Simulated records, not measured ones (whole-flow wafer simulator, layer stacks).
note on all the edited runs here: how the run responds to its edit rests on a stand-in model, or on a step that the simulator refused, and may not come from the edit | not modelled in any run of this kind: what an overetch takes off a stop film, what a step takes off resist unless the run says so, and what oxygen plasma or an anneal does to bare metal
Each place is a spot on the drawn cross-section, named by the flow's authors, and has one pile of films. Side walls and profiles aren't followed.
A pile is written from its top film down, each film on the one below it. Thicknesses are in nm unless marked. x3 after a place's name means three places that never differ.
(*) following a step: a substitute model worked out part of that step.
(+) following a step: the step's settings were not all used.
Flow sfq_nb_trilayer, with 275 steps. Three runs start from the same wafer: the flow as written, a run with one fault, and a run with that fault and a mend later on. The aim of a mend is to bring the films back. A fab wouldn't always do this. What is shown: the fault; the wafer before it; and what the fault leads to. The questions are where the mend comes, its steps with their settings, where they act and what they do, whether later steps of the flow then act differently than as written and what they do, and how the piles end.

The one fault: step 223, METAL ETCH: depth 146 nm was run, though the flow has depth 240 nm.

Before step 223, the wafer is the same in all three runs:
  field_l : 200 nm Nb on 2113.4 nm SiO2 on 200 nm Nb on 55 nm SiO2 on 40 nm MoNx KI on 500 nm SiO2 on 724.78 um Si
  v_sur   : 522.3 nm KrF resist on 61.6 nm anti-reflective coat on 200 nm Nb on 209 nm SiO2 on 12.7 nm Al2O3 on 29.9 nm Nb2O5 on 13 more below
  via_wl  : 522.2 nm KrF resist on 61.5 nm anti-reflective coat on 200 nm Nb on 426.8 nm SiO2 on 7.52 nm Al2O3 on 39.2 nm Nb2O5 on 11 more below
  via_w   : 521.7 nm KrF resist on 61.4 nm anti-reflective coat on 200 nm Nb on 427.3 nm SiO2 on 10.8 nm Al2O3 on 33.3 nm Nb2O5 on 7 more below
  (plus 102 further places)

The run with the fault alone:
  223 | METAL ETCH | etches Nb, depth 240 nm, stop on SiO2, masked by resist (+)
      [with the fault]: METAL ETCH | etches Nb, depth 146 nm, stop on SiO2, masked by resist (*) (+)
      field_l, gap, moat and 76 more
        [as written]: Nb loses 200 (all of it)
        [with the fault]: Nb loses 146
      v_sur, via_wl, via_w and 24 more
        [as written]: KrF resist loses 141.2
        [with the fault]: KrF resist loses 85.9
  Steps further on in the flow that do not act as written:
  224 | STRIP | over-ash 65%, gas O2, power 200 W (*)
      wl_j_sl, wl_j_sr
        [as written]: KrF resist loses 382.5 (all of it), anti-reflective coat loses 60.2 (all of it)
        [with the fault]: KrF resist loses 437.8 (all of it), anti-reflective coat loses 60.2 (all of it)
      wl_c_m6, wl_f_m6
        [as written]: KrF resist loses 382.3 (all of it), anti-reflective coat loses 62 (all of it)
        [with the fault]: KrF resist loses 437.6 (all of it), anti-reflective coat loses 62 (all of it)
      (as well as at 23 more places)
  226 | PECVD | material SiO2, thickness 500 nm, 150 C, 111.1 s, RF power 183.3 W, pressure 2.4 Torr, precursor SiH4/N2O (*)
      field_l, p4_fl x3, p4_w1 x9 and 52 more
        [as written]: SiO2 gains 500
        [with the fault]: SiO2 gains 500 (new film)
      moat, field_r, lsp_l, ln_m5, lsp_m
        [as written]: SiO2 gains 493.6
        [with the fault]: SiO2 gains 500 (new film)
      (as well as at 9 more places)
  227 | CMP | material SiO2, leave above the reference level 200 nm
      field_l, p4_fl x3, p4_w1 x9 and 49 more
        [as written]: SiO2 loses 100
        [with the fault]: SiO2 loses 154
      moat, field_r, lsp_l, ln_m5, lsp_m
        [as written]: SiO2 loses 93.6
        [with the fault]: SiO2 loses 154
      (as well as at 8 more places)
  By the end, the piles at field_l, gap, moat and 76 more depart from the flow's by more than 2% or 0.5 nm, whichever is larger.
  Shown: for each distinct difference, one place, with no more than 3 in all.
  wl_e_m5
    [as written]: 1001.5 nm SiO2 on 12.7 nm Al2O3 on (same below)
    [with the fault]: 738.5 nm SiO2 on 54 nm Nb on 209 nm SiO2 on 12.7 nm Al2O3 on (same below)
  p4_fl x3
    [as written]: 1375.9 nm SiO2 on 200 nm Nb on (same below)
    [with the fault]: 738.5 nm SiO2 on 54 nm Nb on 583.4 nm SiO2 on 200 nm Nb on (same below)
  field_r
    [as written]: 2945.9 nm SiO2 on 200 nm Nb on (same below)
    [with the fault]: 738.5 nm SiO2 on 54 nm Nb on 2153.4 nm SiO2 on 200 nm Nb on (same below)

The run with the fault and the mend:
  After step 223 comes the mend.
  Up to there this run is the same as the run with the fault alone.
  223a | METAL ETCH | etches Nb, depth 94 nm, stop on SiO2, masked by resist (+) (a further turn of the flow's step 223, with different settings)
      field_l, gap, moat and 76 more
        Nb loses 54 (all of it)
      v_sur, via_wl, via_w and 24 more
        KrF resist loses 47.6
  Steps further on in the flow that do not act as written:
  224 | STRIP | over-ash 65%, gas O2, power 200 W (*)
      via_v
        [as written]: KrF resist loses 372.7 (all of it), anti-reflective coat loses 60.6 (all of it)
        [with the mend]: KrF resist loses 380.4 (all of it), anti-reflective coat loses 60.6 (all of it)
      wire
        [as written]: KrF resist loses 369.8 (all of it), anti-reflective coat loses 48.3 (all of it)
        [with the mend]: KrF resist loses 377.4 (all of it), anti-reflective coat loses 48.3 (all of it)
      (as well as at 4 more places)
  By the end, the piles equal the flow's at every place that both follow.
